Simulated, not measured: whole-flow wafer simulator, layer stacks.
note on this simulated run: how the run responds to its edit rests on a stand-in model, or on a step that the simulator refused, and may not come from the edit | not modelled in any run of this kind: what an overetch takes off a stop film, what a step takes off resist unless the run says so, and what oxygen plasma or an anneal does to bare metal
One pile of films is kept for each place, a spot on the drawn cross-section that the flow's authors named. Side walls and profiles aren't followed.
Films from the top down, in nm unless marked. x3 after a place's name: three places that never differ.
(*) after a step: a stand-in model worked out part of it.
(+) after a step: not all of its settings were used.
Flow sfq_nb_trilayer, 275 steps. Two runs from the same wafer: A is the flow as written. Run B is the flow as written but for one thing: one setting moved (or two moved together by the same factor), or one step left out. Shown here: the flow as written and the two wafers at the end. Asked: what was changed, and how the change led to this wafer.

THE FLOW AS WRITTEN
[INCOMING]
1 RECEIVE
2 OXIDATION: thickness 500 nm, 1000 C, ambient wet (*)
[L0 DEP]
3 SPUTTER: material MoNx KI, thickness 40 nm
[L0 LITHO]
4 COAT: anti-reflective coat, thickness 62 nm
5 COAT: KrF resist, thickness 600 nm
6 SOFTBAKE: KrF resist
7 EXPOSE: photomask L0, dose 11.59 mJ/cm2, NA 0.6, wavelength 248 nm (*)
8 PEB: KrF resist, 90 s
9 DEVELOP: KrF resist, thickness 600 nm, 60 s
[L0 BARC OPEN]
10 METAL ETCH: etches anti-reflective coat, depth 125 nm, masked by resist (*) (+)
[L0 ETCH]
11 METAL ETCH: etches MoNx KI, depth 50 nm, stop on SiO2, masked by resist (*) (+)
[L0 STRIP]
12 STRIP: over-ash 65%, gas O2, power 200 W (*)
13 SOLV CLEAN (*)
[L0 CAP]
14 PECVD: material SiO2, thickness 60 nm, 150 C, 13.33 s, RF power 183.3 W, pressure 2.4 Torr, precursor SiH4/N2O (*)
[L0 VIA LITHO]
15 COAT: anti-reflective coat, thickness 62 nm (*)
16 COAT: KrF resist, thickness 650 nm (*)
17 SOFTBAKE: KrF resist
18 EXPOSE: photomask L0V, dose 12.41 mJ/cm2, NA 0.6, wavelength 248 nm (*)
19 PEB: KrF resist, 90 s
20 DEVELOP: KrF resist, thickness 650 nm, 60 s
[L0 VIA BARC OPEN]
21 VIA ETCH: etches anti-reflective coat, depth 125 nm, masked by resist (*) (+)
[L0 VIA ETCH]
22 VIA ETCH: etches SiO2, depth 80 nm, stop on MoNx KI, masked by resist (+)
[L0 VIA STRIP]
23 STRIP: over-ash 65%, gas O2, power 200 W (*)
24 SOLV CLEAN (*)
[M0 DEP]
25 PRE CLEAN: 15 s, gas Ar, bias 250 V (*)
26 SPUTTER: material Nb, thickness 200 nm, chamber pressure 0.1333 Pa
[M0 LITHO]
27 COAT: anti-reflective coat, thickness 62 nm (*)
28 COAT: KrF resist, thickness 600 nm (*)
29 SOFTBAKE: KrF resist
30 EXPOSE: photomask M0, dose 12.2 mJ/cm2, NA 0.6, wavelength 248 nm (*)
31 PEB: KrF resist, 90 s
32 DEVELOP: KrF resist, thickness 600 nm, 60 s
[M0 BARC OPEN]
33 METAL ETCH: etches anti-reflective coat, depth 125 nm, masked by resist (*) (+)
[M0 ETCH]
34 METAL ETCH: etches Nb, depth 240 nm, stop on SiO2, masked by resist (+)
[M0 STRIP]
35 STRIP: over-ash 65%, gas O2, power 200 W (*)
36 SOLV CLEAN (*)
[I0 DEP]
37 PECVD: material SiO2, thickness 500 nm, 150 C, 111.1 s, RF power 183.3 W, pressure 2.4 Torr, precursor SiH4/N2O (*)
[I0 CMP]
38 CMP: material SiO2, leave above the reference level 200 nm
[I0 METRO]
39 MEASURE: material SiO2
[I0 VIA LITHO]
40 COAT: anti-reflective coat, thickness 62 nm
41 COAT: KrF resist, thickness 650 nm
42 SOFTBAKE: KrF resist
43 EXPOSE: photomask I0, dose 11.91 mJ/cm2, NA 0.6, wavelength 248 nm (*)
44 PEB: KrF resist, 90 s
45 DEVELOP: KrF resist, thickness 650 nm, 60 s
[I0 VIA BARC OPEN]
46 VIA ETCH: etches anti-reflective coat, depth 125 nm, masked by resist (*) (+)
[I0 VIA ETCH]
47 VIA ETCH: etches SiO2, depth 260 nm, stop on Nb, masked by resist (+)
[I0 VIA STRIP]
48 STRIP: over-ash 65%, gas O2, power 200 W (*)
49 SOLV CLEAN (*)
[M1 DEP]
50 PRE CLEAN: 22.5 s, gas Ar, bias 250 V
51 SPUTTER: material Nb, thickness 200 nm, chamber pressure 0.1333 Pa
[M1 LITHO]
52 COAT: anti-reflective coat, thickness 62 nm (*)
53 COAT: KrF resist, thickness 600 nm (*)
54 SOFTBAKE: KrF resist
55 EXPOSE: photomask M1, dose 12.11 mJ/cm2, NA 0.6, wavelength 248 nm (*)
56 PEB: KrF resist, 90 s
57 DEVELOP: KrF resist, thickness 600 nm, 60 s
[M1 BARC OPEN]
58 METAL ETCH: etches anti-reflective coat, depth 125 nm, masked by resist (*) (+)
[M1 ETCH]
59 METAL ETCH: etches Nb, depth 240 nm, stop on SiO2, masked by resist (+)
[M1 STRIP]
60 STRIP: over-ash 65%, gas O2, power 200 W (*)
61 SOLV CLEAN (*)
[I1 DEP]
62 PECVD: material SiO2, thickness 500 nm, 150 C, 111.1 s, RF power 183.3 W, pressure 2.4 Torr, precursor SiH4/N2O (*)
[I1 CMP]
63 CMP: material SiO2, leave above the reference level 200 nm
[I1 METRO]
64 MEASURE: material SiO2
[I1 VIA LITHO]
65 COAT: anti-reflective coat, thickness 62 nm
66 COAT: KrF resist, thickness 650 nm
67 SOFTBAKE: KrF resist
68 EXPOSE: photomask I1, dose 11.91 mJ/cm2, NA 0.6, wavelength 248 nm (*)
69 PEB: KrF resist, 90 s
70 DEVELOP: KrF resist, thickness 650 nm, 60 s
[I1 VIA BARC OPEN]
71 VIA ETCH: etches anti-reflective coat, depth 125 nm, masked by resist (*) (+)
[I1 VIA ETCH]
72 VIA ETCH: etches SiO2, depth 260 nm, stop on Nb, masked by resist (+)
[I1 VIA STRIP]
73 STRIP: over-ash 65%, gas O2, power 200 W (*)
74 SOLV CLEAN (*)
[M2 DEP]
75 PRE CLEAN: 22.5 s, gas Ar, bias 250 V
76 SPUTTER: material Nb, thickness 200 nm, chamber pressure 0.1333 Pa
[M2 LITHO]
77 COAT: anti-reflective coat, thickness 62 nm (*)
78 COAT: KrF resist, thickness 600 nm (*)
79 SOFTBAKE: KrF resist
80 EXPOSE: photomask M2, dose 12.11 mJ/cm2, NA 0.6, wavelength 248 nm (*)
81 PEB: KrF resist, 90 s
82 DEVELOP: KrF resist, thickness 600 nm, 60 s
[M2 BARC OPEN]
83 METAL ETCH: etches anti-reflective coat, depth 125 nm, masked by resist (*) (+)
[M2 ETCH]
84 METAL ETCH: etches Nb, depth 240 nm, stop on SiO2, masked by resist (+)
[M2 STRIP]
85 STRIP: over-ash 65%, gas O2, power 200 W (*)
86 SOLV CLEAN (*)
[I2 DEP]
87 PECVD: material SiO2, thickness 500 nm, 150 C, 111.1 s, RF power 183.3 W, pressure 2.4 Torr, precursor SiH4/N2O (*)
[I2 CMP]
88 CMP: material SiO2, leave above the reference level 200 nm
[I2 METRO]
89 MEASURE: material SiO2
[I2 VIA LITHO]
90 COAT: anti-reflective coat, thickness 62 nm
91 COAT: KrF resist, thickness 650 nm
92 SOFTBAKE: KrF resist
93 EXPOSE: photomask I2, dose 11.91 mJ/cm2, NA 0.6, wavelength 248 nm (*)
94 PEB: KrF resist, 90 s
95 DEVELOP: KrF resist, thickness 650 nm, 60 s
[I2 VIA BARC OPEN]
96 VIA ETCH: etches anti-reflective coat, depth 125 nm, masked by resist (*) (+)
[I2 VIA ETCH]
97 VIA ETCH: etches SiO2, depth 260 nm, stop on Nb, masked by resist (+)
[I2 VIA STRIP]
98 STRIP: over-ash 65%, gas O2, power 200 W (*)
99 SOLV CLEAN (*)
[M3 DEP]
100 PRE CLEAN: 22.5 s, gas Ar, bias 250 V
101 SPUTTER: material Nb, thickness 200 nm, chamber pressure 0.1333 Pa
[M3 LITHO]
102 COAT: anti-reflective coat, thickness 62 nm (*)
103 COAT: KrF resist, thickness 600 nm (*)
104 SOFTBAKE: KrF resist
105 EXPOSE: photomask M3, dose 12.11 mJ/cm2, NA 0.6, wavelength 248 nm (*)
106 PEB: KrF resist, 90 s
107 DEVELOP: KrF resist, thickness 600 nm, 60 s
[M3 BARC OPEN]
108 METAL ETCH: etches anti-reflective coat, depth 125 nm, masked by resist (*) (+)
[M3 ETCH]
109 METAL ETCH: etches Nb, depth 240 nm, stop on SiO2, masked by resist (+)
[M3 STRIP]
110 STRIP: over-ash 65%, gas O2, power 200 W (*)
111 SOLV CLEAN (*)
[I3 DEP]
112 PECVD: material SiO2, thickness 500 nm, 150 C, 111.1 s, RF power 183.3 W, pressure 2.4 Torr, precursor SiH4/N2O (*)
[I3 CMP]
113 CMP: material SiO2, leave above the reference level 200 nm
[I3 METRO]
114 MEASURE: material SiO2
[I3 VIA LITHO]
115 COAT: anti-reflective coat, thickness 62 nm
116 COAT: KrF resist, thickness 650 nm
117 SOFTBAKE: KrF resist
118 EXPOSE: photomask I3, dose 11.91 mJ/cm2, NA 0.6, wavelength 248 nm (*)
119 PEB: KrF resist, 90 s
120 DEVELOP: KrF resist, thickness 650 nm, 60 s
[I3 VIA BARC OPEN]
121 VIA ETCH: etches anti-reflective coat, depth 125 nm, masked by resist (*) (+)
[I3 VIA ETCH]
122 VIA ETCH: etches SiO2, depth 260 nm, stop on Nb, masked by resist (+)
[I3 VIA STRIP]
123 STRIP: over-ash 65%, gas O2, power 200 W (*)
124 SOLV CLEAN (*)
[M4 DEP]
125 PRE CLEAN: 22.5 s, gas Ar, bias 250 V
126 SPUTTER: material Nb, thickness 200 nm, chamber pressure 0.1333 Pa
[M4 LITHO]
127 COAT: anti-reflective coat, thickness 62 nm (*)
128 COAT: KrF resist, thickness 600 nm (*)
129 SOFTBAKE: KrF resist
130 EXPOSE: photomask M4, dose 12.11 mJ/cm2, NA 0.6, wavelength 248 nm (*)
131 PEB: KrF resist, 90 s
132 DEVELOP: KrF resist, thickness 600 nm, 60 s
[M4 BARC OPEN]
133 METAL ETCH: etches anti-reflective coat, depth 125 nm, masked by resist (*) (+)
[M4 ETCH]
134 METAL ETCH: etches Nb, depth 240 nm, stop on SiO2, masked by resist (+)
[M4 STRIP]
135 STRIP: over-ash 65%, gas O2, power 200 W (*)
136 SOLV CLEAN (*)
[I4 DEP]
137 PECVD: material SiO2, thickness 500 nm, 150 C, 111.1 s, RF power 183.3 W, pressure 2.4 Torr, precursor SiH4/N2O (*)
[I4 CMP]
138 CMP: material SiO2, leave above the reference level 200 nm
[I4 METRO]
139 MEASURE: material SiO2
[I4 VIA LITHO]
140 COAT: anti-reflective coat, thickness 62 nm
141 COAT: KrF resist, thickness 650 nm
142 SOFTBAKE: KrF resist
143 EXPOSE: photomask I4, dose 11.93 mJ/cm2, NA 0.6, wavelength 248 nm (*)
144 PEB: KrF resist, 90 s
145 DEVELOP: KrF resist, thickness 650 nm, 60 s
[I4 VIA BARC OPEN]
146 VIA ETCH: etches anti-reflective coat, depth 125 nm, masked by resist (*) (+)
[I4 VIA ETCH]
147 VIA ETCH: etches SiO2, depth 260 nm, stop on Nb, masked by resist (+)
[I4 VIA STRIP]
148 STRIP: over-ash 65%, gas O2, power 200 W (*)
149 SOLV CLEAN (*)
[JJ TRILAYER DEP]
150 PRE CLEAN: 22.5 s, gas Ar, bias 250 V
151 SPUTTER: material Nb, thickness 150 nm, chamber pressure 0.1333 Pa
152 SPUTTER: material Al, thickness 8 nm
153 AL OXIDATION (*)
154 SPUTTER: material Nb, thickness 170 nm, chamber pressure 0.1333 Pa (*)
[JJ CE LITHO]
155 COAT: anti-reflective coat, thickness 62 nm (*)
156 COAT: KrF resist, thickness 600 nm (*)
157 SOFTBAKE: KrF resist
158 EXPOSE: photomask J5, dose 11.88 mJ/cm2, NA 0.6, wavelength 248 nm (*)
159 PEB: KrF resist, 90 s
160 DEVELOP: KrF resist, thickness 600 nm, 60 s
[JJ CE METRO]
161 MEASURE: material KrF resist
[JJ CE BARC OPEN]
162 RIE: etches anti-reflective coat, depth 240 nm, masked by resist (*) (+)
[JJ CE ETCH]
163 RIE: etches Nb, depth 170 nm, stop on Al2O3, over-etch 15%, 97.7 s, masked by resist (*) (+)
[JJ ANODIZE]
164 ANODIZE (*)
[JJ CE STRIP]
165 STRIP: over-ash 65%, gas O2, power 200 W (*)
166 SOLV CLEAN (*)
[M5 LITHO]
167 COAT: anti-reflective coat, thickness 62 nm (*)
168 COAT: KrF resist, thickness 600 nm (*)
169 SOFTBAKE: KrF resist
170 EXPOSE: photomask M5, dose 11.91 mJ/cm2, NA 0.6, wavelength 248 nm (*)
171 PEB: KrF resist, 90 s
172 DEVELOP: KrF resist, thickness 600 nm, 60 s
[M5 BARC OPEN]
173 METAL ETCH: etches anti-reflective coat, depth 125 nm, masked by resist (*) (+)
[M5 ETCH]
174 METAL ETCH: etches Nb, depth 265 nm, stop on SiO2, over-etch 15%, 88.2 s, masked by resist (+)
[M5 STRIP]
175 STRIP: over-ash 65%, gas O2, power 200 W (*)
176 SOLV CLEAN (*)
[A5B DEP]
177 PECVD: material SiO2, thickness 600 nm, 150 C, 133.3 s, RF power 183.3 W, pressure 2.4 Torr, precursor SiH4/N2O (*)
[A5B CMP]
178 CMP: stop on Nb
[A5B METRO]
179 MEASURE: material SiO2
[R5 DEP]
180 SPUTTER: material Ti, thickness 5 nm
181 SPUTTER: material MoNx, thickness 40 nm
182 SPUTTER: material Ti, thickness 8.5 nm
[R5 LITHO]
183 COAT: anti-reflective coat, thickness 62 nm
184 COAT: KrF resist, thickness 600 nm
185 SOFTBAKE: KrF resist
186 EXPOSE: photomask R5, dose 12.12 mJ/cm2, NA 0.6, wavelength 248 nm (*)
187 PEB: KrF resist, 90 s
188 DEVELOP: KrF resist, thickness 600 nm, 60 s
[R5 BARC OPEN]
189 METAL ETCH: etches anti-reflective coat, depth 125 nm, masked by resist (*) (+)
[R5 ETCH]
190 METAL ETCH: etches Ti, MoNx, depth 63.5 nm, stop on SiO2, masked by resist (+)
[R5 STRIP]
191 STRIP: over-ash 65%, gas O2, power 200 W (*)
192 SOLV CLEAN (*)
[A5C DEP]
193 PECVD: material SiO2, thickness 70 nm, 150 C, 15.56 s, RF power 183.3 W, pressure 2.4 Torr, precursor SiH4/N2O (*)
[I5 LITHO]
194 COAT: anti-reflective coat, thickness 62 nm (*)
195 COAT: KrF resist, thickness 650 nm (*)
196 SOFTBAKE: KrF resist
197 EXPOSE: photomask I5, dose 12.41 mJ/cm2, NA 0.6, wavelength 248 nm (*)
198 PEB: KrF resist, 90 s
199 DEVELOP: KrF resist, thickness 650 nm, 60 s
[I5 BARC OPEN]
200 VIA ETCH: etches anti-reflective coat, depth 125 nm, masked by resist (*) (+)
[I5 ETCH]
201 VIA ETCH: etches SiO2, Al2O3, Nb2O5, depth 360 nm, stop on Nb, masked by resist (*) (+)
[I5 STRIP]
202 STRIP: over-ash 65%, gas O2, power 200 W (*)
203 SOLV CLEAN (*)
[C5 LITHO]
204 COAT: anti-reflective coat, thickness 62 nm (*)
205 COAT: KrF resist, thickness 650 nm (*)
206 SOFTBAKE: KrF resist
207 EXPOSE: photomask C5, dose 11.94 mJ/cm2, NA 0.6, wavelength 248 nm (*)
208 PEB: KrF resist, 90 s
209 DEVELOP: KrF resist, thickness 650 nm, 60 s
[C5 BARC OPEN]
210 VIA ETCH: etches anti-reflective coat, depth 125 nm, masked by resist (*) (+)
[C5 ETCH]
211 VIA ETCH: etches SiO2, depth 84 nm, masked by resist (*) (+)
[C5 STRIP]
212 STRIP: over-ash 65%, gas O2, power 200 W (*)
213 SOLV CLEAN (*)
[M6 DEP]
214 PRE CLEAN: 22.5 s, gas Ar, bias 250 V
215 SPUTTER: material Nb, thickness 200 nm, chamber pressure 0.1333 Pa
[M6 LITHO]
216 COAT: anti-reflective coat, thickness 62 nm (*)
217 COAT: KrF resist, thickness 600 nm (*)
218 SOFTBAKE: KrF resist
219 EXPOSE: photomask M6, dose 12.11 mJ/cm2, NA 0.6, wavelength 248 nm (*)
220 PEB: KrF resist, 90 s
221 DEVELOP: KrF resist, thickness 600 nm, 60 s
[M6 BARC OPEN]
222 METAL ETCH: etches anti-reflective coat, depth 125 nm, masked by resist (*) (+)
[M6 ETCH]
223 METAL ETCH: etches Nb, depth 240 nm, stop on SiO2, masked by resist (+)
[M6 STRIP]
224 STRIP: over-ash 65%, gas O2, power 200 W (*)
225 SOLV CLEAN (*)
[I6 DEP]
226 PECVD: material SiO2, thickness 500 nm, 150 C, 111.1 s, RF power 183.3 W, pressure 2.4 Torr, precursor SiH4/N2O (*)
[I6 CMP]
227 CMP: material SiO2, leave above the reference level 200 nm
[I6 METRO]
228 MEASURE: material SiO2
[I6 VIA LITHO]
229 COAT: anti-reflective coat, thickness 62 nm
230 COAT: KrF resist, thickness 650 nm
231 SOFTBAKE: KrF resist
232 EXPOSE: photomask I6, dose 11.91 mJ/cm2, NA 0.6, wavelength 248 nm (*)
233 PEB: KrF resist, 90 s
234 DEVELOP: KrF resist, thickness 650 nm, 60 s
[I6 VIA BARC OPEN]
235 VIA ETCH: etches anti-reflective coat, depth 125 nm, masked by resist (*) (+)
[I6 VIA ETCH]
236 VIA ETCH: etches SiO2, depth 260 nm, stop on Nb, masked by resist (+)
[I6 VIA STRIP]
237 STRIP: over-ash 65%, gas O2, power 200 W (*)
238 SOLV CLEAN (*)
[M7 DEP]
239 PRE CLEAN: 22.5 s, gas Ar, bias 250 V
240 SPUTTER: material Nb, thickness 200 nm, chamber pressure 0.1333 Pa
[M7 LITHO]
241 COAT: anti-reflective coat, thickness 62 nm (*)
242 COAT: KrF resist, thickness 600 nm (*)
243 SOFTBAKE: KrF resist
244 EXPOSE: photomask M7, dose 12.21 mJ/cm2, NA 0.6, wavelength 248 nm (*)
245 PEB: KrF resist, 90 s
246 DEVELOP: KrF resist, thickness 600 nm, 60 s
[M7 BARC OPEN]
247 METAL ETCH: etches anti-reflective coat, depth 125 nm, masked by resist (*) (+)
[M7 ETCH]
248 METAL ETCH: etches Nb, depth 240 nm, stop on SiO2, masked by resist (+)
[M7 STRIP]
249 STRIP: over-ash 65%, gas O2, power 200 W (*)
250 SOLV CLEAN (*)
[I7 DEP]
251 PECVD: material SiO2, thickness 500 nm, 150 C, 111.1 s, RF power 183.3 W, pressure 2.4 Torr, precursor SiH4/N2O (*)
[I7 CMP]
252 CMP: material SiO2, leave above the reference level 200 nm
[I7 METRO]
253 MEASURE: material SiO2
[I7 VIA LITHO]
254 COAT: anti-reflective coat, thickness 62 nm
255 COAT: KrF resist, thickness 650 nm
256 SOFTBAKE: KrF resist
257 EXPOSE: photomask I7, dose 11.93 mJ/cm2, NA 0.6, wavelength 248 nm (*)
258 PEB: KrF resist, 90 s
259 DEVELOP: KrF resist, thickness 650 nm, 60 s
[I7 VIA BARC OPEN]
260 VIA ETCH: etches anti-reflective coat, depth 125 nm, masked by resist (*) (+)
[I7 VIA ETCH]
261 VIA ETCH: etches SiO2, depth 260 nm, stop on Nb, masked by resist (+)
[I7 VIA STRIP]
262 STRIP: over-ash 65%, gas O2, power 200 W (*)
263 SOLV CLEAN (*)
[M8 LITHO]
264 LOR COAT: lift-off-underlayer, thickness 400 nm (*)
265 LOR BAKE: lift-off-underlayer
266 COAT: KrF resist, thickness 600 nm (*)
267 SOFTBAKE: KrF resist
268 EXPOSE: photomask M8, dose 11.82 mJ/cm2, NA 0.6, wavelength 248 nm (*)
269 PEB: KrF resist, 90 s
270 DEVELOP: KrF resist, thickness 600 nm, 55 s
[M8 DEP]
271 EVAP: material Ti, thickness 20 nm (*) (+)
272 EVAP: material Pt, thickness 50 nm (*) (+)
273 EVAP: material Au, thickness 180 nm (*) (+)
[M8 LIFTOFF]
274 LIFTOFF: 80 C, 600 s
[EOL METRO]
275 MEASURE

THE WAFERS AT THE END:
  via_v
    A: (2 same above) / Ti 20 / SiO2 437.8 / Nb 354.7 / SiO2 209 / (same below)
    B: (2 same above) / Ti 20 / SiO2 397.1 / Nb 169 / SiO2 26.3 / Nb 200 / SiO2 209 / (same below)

The cause: step 236, VIA ETCH: depth 166 nm was run, where the flow has depth 260 nm.

How the change led to this, step by step:
  236 VIA ETCH: etches SiO2, depth 260 nm, stop on Nb, masked by resist (+)
      via_v: A SiO2 -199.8 (all of it) | B SiO2 -166
      field_l, v_sur, via_wl and 102 more: A KrF resist -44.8 | B KrF resist -28.6
  237 STRIP: over-ash 65%, gas O2, power 200 W (*)
      field_l, v_sur, via_wl and 102 more: A KrF resist -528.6 (all of it), anti-reflective coat -62 (all of it) | B KrF resist -544.8 (all of it), anti-reflective coat -62 (all of it)
  239 PRE CLEAN: 22.5 s, gas Ar, bias 250 V
      via_v: A Nb -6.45 | B SiO2 -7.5
  240 SPUTTER: material Nb, thickness 200 nm, chamber pressure 0.1333 Pa
      via_v: A Nb +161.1 | B Nb +169 (new film)
  241 COAT: anti-reflective coat, thickness 62 nm (*)
      via_v: A anti-reflective coat +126 (new film) | B anti-reflective coat +116.9 (new film)
  242 COAT: KrF resist, thickness 600 nm (*)
      via_v: A KrF resist +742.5 (new film) | B KrF resist +716.1 (new film)
  249 STRIP: over-ash 65%, gas O2, power 200 W (*)
      via_v: A KrF resist -524.5 (all of it), anti-reflective coat -126 (all of it) | B KrF resist -498.2 (all of it), anti-reflective coat -116.9 (all of it)
  251 PECVD: material SiO2, thickness 500 nm, 150 C, 111.1 s, RF power 183.3 W, pressure 2.4 Torr, precursor SiH4/N2O (*)
      via_v: A SiO2 +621 (new film) | B SiO2 +554.2 (new film)
  252 CMP: material SiO2, leave above the reference level 200 nm
      via_v: A SiO2 -183.1 | B SiO2 -157.1
Counting metal films that touch as one body, via_v has 7 bodies (between them, from the top down: SiO2 397.1; SiO2 26.3; SiO2 209 / Al2O3 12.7 / Nb2O5 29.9; SiO2 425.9; SiO2 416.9; SiO2 192.5); the flow as written gives 6 bodies (between them, from the top down: SiO2 437.8; SiO2 209 / Al2O3 12.7 / Nb2O5 29.9; SiO2 425.9; SiO2 416.9; SiO2 192.5).
